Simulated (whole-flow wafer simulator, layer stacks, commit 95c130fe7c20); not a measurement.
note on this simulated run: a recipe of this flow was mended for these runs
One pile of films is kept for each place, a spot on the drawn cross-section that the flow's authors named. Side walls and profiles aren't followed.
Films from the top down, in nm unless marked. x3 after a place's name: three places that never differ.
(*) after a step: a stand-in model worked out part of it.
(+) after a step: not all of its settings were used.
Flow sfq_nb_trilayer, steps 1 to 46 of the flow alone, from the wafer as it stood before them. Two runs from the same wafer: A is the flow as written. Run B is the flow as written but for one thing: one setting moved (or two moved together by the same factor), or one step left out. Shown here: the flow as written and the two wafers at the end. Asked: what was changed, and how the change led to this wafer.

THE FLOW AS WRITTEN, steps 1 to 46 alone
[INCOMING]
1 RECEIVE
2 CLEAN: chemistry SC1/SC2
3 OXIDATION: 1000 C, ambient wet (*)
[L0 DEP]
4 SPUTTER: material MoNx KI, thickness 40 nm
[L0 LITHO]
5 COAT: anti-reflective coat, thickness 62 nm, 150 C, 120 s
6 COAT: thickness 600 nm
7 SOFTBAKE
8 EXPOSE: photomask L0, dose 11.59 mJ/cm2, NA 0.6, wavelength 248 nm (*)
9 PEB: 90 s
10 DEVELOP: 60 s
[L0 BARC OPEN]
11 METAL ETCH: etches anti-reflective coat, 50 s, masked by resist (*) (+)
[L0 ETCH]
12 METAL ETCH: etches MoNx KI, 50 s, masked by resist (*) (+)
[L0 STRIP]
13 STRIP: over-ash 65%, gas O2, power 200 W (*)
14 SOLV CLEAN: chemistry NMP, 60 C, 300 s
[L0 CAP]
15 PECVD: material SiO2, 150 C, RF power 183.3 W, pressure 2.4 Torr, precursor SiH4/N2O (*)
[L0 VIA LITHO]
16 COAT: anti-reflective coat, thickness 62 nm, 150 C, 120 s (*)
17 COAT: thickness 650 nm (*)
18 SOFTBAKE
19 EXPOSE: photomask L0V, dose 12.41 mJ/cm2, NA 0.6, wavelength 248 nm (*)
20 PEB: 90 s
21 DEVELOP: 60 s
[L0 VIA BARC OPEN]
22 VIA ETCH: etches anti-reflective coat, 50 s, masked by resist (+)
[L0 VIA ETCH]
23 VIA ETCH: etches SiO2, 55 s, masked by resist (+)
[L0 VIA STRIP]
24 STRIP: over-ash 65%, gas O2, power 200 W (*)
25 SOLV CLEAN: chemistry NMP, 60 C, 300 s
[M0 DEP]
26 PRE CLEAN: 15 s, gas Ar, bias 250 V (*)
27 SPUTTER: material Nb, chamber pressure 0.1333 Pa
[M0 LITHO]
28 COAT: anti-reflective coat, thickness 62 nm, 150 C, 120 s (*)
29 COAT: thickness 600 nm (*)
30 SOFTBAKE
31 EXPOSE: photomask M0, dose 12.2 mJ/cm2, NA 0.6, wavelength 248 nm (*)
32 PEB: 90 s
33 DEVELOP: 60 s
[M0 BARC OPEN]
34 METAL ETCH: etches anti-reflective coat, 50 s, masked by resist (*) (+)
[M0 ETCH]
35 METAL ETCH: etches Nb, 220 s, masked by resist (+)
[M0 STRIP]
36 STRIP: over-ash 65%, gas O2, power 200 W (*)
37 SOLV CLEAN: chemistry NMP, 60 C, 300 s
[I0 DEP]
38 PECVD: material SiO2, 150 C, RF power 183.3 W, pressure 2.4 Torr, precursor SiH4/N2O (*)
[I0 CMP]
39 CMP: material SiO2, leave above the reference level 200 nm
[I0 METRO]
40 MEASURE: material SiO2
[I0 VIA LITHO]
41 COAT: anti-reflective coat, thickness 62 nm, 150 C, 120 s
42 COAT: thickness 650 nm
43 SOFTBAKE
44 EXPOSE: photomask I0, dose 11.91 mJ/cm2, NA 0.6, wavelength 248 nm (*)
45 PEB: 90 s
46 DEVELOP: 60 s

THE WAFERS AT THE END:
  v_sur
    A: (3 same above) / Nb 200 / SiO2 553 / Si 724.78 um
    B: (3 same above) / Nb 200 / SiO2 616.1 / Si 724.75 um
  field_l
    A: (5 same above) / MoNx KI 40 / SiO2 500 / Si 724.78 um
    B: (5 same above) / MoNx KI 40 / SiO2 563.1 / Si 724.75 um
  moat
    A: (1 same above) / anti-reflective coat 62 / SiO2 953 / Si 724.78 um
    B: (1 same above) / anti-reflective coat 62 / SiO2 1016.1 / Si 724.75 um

The cause: step 3, OXIDATION: 1019 C was run, where the flow has 1000 C.

How the change led to this, step by step:
  3 OXIDATION: 1000 C, ambient wet (*)
      field_l, v_sur, via_wl and 103 more: A SiO2 +500 (new film), chemical SiO2 -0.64 (all of it), Si -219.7 | B SiO2 +563.1 (new film), chemical SiO2 -0.64 (all of it), Si -247.5
